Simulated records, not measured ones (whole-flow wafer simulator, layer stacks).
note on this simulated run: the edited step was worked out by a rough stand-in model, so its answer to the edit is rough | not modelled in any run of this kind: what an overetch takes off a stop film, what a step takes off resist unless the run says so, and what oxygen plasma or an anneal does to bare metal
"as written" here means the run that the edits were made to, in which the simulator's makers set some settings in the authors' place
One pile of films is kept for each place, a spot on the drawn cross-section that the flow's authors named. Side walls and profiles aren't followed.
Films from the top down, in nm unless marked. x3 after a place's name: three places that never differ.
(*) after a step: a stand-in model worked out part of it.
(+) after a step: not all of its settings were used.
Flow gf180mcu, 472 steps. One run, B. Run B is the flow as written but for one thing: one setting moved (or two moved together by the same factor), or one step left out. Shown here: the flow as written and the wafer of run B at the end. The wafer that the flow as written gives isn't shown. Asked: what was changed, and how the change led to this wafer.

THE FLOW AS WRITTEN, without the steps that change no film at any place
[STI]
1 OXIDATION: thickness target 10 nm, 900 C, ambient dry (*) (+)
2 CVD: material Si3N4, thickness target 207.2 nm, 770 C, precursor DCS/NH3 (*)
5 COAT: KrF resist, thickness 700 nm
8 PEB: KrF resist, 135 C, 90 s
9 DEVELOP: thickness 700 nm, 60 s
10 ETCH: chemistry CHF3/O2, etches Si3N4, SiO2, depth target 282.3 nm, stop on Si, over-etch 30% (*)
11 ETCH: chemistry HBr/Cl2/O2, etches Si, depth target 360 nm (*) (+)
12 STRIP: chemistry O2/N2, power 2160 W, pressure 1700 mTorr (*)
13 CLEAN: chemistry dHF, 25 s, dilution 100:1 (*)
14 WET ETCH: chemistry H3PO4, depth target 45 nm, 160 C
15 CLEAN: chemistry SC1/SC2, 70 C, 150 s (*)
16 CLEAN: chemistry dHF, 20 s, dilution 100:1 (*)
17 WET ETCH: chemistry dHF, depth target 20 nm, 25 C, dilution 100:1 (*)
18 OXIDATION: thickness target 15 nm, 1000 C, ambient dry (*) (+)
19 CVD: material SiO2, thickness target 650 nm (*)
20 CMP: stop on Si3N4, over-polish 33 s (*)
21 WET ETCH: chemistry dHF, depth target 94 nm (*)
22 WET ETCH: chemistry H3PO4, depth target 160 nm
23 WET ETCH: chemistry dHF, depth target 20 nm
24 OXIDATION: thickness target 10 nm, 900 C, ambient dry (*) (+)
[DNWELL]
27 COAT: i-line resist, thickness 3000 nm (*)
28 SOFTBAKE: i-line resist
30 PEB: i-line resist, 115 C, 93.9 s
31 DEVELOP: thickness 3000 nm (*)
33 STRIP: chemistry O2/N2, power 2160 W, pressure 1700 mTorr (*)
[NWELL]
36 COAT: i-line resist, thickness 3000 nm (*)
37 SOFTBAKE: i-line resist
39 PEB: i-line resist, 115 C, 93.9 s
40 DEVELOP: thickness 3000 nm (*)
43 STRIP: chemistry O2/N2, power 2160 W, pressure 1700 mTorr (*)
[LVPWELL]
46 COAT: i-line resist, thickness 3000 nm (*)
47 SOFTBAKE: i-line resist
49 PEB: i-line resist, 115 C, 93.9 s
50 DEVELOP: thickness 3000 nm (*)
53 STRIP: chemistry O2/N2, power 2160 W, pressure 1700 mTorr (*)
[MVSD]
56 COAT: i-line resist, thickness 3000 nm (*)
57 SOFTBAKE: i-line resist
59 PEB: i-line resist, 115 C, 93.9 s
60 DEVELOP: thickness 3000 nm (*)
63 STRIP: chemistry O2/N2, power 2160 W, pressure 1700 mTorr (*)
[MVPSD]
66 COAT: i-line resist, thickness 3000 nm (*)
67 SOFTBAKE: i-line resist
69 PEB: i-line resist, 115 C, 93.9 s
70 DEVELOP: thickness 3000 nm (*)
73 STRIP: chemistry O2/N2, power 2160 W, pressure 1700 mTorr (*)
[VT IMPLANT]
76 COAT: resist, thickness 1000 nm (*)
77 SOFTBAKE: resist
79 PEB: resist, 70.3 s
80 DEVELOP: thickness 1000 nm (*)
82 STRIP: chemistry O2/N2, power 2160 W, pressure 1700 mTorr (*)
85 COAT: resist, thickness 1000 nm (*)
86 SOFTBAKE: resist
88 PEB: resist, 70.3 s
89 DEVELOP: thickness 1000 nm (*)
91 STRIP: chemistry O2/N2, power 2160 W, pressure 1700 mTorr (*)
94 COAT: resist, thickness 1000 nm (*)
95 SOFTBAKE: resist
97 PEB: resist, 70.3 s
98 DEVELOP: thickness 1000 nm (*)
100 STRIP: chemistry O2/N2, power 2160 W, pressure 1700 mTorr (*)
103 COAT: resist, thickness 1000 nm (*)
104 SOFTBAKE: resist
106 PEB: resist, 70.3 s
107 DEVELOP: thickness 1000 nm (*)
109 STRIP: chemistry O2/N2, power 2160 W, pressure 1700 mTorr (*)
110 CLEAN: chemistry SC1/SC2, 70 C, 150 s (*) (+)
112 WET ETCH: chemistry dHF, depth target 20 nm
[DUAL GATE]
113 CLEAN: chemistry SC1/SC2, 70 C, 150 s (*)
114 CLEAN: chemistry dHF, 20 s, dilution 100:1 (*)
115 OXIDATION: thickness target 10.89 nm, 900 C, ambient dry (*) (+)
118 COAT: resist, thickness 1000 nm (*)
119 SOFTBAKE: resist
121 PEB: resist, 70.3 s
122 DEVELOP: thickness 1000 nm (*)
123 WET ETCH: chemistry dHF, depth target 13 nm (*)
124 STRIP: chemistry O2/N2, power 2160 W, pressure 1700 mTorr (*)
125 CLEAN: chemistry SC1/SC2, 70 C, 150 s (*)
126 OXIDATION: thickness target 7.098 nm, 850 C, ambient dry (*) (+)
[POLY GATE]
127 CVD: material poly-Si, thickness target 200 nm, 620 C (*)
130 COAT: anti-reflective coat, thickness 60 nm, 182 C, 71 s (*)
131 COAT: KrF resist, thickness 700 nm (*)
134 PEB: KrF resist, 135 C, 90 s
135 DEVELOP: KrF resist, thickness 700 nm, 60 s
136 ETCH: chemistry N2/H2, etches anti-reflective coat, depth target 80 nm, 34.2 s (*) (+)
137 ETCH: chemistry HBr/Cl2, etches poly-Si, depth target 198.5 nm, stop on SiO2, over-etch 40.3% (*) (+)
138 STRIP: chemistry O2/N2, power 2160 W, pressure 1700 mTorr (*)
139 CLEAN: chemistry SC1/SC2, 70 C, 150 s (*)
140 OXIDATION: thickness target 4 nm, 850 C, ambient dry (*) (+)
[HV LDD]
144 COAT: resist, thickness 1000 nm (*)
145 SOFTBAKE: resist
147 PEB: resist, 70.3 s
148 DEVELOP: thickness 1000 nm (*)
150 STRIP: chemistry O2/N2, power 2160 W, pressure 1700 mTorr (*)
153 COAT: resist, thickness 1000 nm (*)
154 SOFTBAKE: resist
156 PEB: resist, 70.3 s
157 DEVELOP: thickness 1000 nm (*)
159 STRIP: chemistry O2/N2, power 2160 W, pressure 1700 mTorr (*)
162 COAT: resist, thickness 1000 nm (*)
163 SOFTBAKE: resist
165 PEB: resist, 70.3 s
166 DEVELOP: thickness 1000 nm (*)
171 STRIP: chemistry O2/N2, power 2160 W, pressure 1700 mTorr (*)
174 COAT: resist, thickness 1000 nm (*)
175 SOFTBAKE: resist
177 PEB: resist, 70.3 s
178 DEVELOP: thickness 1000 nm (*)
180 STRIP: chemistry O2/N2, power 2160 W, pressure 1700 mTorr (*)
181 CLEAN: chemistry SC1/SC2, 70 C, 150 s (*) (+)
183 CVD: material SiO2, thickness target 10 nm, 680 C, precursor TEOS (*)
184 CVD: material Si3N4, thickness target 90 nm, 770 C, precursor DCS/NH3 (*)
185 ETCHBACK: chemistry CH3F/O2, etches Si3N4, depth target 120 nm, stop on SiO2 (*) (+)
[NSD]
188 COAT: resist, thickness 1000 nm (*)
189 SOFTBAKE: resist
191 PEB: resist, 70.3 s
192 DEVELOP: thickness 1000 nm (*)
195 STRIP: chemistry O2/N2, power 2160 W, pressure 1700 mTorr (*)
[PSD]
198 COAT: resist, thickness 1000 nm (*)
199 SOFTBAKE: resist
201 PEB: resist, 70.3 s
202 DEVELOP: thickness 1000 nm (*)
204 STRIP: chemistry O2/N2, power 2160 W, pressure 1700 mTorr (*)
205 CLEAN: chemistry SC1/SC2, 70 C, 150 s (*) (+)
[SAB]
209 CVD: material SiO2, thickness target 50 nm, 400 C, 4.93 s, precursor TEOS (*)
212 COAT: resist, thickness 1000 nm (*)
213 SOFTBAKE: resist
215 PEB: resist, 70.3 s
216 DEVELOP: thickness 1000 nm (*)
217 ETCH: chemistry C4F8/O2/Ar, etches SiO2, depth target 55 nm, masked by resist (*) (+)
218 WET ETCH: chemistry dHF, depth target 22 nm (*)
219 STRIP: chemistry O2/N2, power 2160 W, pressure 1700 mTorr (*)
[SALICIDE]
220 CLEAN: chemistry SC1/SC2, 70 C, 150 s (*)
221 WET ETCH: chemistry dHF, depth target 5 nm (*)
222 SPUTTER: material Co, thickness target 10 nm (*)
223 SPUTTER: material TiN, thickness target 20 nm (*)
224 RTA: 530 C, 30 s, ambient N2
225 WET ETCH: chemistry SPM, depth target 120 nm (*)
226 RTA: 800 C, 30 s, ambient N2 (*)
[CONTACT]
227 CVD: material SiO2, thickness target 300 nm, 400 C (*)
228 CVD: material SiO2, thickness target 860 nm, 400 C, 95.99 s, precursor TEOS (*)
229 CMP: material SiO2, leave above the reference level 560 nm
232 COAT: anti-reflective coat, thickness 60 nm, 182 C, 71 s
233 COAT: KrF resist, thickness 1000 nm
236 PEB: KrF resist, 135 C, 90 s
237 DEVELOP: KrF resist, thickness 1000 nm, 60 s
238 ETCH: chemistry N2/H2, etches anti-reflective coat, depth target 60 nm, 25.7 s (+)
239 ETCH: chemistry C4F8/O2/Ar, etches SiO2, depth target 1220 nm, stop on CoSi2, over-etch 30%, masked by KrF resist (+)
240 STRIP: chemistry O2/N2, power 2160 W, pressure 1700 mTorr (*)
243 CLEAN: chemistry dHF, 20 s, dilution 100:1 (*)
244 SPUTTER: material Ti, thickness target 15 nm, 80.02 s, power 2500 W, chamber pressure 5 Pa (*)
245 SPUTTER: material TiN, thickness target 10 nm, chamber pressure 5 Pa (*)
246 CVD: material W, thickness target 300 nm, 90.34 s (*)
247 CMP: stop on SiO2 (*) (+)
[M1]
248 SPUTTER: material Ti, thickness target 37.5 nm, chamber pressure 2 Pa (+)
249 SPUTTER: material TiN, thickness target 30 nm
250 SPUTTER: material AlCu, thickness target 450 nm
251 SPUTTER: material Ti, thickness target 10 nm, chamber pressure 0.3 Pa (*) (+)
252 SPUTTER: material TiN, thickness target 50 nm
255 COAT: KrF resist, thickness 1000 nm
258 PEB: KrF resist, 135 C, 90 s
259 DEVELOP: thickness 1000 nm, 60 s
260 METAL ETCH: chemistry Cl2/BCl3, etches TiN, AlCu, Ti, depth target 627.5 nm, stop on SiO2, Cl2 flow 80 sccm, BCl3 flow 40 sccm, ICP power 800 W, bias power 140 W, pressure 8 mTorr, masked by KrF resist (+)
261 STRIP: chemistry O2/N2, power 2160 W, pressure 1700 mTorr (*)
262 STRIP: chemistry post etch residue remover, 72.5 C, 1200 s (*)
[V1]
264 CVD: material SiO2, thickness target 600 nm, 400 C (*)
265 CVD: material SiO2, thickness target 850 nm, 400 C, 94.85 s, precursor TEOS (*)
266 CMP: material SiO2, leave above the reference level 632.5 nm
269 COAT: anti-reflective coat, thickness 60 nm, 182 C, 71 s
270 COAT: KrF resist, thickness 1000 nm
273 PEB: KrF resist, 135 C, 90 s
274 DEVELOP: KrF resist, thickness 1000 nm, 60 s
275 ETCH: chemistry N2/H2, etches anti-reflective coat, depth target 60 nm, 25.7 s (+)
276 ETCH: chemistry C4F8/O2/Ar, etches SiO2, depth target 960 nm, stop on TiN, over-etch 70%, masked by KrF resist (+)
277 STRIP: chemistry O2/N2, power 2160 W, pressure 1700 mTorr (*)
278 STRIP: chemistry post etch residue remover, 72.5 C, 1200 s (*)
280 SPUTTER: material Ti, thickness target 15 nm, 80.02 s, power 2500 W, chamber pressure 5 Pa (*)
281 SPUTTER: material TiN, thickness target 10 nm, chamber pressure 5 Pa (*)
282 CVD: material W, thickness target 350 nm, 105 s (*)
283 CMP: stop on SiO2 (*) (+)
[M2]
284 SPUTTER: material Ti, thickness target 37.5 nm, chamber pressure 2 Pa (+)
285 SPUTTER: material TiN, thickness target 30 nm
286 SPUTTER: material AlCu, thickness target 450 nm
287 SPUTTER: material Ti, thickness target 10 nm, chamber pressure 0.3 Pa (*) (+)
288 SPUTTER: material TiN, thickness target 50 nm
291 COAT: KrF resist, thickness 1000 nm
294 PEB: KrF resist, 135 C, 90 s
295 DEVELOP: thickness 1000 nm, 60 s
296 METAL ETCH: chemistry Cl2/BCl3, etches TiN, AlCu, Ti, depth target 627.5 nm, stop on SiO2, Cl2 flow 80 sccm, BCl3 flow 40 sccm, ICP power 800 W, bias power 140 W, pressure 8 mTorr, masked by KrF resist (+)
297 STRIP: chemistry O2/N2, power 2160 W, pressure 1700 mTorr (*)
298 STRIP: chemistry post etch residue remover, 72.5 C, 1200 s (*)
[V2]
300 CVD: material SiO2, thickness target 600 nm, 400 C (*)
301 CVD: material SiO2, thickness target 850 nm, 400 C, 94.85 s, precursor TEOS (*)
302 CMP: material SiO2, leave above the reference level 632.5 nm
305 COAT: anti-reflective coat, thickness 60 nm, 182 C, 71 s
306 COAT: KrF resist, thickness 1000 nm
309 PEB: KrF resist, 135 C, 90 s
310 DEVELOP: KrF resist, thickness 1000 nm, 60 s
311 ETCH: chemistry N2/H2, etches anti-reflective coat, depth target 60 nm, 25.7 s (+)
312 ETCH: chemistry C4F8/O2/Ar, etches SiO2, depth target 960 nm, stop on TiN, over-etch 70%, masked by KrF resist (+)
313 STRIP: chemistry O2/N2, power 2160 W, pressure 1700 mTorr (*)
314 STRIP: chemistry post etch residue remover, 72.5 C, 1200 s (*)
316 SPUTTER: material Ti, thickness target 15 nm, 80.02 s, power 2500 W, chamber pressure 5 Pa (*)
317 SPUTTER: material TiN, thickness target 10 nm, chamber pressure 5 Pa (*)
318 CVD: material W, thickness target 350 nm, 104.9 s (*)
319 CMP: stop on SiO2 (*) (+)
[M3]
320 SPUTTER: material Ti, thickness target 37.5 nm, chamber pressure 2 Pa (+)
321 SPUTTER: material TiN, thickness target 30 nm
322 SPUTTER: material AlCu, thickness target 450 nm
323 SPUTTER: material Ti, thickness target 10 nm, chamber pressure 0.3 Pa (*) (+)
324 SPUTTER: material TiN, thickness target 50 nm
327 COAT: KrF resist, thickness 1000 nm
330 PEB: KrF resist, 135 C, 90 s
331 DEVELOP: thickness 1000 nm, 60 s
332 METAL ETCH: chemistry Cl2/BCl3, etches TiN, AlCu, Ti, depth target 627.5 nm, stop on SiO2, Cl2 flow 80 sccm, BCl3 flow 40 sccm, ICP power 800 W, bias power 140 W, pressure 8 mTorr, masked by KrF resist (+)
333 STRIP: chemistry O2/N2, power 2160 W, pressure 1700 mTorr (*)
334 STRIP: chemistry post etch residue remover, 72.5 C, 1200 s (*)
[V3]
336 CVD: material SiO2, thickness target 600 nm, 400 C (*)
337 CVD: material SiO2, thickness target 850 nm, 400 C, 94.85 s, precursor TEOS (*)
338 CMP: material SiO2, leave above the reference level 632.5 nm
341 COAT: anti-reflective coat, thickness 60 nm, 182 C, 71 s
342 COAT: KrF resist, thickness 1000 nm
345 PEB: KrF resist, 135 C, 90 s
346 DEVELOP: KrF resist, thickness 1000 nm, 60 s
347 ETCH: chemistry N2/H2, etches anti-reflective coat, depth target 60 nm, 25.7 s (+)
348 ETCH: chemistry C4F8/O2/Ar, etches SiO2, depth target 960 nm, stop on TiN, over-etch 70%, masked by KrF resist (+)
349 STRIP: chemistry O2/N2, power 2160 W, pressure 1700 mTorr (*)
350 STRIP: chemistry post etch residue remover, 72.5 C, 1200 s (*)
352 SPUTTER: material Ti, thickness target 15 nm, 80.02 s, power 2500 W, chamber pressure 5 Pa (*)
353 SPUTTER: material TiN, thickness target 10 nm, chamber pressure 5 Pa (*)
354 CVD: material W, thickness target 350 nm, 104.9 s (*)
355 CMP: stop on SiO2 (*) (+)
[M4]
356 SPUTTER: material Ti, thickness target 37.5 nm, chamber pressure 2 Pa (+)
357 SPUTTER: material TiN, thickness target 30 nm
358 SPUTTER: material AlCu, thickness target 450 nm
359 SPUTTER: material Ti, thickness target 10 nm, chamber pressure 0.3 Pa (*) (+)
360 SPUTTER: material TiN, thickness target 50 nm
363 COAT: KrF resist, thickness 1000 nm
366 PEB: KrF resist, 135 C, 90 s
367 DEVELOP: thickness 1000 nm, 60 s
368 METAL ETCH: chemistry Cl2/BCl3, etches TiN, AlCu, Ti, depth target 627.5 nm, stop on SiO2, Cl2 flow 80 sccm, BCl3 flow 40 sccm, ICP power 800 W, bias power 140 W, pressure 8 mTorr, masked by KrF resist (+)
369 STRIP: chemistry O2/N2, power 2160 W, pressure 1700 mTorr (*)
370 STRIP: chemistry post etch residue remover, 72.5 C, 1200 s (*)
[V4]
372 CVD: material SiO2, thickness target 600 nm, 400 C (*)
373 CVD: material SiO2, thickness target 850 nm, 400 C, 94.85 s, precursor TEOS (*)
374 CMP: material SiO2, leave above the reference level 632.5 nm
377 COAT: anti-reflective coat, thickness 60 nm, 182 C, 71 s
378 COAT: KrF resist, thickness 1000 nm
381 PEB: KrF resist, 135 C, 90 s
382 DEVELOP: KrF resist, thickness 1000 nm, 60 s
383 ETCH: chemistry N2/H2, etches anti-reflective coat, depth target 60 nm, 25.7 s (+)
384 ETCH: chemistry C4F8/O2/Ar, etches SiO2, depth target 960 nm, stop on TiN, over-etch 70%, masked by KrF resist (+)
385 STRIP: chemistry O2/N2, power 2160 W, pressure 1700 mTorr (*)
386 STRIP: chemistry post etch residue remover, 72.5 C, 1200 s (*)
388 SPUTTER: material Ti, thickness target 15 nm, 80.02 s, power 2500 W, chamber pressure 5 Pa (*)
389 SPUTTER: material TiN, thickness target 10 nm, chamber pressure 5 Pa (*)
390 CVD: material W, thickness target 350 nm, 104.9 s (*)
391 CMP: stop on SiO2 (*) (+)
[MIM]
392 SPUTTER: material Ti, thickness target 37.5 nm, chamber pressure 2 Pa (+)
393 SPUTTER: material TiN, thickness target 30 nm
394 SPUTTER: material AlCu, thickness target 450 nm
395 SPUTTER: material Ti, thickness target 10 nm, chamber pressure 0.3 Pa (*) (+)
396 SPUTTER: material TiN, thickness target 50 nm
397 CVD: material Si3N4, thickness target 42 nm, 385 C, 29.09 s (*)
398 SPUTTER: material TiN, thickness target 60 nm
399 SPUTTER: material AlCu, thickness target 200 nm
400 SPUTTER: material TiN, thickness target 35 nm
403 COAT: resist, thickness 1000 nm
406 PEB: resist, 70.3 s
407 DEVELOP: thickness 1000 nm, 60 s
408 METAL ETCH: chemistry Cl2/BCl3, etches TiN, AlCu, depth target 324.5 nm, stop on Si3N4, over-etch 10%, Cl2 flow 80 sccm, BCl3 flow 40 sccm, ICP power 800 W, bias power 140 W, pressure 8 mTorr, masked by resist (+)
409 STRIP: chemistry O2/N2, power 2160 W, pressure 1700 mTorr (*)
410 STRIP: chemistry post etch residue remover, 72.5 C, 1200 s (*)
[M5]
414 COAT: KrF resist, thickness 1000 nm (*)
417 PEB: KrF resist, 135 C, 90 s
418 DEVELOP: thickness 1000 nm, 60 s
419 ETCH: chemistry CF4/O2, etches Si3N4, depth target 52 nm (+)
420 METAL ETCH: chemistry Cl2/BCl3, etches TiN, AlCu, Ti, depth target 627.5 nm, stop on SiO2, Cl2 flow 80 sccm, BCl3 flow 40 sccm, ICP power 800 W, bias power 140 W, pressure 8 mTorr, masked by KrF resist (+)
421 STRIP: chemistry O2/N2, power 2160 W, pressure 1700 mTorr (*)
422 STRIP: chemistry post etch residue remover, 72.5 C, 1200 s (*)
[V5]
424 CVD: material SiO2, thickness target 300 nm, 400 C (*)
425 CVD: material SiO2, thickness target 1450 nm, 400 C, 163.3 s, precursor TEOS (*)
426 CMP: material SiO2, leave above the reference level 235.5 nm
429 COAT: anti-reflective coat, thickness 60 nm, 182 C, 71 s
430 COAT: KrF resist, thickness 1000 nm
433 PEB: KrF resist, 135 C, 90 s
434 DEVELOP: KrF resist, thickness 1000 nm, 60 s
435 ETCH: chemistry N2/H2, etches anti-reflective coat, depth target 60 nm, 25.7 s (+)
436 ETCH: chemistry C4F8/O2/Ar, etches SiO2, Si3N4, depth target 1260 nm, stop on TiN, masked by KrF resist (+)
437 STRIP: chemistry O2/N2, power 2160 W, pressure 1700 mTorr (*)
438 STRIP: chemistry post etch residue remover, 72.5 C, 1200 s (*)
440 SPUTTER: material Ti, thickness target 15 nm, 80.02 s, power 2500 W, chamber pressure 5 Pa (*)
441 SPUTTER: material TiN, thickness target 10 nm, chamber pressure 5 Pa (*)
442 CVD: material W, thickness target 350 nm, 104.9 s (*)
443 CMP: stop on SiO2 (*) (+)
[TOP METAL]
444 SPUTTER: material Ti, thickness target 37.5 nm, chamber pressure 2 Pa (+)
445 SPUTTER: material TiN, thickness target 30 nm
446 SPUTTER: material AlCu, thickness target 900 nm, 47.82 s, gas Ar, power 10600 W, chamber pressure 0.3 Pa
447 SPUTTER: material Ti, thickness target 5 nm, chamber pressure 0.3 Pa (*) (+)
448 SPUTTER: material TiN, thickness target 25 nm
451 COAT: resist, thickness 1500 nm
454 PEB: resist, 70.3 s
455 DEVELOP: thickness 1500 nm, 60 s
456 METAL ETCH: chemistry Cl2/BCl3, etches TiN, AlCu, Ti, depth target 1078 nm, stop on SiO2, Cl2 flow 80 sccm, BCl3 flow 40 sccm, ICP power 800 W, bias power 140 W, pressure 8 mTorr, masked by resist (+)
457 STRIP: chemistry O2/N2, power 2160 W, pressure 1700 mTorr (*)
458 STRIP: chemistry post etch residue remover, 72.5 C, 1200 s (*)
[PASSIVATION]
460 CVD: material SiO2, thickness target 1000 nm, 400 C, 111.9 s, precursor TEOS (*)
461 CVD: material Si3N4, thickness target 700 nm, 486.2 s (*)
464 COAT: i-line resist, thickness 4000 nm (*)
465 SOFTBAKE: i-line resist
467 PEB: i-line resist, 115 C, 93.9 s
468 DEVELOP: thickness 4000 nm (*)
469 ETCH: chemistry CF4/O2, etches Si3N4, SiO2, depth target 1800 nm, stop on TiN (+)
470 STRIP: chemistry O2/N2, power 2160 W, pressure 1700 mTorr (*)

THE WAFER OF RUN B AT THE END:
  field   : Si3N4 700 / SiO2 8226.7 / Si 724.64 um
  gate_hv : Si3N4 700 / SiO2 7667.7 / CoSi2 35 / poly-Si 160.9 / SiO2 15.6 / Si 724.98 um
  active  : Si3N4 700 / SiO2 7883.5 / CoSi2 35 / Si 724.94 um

The cause: step 126, OXIDATION: thickness target 8.695 nm was run, where the flow has thickness target 7.098 nm.

How the change led to this, step by step:
  126 OXIDATION: thickness target 7.098 nm, 850 C, ambient dry (*) (+)
      gate_hv, active_hv, active_nat and 25 more: SiO2 +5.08, Si -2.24 (as written it would be: SiO2 +3.72, Si -1.64)
      active, n_well, p_well and 12 more: SiO2 +8.7 (new film), chemical SiO2 -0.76 (all of it), Si -3.49 (as written it would be: SiO2 +7.1 (new film), chemical SiO2 -0.76 (all of it), Si -2.79)
  189 SOFTBAKE: resist
      nw_enc_fld_lv__w3: resist -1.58 (as written it would be: resist +2.11)
  199 SOFTBAKE: resist
      nw_enc_fld_lv__w3: resist -1.58 (as written it would be: resist +2.11)
  218 WET ETCH: chemistry dHF, depth target 22 nm (*)
      active, p_well, sd_n, iso_ptap_pw, iso_ntap_nw, iso_ptap_sub, vpnp_e: SiO2 -10.5 (all of it) (as written it would be: SiO2 -9.01 (all of it))
      ldn_tap, ldn_src, ldn_drn, ldp_tap, ldp_src, ldp_drn, ldp_gr: SiO2 -17.3 (all of it) (as written it would be: SiO2 -16 (all of it))
      (and at 9 more places)
